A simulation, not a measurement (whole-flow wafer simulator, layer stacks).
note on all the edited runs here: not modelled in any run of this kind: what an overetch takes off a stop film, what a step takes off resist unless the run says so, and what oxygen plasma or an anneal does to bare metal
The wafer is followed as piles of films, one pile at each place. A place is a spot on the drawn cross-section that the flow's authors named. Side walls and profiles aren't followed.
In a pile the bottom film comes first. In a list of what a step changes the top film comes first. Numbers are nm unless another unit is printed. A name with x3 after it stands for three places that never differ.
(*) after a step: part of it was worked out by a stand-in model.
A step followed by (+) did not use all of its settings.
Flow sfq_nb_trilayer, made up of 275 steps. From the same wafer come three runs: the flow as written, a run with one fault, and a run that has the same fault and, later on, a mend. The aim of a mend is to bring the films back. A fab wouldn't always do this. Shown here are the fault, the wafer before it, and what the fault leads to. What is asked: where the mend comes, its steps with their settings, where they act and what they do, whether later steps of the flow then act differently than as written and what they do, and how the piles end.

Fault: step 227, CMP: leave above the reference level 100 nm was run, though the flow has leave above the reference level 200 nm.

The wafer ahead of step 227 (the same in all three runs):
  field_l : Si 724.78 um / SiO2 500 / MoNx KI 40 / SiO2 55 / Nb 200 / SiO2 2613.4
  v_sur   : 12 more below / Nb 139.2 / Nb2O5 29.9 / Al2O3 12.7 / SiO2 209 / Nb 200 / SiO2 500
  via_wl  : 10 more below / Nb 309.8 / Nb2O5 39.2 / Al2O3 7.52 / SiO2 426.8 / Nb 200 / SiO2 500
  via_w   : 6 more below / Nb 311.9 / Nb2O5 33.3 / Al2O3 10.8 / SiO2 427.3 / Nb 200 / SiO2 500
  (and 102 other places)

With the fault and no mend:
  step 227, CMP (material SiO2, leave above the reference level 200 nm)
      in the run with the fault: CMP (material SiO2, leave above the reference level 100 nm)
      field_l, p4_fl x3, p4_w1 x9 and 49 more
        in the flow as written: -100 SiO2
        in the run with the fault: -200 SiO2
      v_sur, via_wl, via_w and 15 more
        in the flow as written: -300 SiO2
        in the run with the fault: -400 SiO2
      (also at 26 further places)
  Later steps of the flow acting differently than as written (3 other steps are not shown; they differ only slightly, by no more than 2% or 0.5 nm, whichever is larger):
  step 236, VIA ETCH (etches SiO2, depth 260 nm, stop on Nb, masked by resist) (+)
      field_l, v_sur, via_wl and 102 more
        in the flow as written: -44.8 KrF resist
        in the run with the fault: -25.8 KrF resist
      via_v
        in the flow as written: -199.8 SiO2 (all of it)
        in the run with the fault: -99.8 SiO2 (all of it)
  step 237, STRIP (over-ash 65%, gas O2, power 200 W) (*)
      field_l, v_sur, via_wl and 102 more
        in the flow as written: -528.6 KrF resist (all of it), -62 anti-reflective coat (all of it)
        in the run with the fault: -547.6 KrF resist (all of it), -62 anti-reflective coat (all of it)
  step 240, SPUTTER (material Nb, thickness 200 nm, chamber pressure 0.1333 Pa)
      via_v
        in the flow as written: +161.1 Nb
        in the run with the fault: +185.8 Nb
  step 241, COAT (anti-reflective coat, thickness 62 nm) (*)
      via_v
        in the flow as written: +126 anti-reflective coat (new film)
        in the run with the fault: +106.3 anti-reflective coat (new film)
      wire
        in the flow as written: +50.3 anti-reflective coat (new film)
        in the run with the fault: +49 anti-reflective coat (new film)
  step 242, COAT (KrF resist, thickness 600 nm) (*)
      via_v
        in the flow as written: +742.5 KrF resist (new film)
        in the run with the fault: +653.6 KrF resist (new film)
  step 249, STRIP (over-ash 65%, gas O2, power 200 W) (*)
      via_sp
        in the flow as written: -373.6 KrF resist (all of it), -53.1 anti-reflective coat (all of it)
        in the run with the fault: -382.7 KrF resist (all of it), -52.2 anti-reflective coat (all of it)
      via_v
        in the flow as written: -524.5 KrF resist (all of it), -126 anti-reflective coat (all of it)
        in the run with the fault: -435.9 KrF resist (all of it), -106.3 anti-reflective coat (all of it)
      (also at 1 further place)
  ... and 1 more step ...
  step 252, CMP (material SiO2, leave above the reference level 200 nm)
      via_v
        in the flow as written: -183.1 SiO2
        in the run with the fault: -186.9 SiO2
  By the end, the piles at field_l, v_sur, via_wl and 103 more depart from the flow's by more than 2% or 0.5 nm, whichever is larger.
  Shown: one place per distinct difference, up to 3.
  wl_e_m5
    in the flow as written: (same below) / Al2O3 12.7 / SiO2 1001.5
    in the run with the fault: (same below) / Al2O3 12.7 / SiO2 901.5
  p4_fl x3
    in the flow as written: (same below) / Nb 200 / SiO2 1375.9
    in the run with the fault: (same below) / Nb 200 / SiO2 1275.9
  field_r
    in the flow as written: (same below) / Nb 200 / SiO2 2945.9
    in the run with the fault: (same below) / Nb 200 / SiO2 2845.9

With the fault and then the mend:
  The mend stands after step 234.
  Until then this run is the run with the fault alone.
  step 234a, STRIP (over-ash 65%, gas O2, power 200 W) (*)
      field_l, v_sur, via_wl and 102 more
        -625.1 KrF resist (all of it), -62 anti-reflective coat (all of it)
      via_v
        -62 anti-reflective coat (all of it)
  step 234b, PECVD (material SiO2, thickness 100 nm, 150 C, 22.22 s, RF power 183.3 W, pressure 2.4 Torr, precursor SiH4/N2O) (a further turn of the flow's step 226, with different settings)
      field_l, v_sur, via_wl and 103 more
        +100 SiO2
  step 234c, COAT (anti-reflective coat, thickness 62 nm) (a further turn of the flow's step 229)
      field_l, v_sur, via_wl and 103 more
        +62 anti-reflective coat (new film)
  step 234d, COAT (KrF resist, thickness 650 nm) (a further turn of the flow's step 230)
      field_l, v_sur, via_wl and 103 more
        +650 KrF resist (new film)
  step 234e, SOFTBAKE (KrF resist) (a further turn of the flow's step 231)
      leaves every film unchanged at each place that is followed
  step 234f, EXPOSE (photomask I6, dose 11.91 mJ/cm2, NA 0.6, wavelength 248 nm) (*) (a further turn of the flow's step 232)
      leaves every film unchanged at each place that is followed
  step 234g, PEB (KrF resist, 90 s) (a further turn of the flow's step 233)
      field_l, v_sur, via_wl and 103 more
        -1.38 KrF resist
  step 234h, DEVELOP (KrF resist, thickness 650 nm, 60 s) (a further turn of the flow's step 234)
      field_l, v_sur, via_wl and 102 more
        -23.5 KrF resist
      via_v
        -648.6 KrF resist (all of it)
  Every later step of the flow that is run acts as written, at every place that is followed, to within 2% or 0.5 nm, whichever is larger.
  The piles end the same as the flow's at every place that both follow.
